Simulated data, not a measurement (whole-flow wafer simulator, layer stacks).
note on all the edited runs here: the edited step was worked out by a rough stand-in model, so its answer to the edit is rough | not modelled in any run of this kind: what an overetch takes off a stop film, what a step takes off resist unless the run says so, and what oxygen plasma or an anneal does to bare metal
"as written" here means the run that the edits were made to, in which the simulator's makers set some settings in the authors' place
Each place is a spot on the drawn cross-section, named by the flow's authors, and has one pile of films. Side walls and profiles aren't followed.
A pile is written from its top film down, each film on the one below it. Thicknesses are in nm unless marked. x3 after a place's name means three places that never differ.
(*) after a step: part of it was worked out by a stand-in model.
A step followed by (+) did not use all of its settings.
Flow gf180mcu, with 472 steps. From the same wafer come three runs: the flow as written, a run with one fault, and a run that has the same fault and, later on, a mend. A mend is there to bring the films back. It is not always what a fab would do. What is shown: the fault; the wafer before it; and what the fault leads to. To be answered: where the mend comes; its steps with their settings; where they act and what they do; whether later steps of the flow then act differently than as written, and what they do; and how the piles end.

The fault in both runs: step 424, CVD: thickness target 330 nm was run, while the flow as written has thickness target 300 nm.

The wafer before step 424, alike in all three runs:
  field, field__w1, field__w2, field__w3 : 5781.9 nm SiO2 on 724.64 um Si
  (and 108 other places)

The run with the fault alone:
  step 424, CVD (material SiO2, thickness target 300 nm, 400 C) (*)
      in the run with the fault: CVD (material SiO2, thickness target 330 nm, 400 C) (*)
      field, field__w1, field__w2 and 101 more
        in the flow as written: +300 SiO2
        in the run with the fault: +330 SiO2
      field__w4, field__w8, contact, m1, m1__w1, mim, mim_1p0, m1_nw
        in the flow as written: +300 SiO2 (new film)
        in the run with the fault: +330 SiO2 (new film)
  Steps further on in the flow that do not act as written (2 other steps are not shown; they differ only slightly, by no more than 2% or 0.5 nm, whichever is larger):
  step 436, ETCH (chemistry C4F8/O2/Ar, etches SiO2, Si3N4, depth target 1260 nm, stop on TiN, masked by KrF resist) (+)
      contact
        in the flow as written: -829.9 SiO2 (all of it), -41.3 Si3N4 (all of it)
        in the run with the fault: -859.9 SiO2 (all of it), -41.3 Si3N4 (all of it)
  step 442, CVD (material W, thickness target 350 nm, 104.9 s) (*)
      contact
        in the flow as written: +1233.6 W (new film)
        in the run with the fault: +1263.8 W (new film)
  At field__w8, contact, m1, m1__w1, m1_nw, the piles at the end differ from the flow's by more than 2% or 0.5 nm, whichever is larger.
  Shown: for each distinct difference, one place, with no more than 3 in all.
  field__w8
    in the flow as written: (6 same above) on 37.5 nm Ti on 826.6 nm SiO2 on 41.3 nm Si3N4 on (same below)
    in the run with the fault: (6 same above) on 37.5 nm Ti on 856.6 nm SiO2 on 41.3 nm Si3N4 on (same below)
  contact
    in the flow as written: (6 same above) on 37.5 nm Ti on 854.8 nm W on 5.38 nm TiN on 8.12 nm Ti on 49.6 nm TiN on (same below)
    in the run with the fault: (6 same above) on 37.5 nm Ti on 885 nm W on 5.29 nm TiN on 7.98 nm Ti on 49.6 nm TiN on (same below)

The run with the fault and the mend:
  The mend follows step 424.
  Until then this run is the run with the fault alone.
  step 424a, WET ETCH (chemistry dHF, depth target 30 nm, 25 C, dilution 100:1) (the flow's step 17 again, with other settings)
      field, field__w1, field__w2 and 109 more
        -30 SiO2
  Every later step of the flow that is run acts as written at every place that is followed.
  By the end, the piles equal the flow's at every place that both follow.
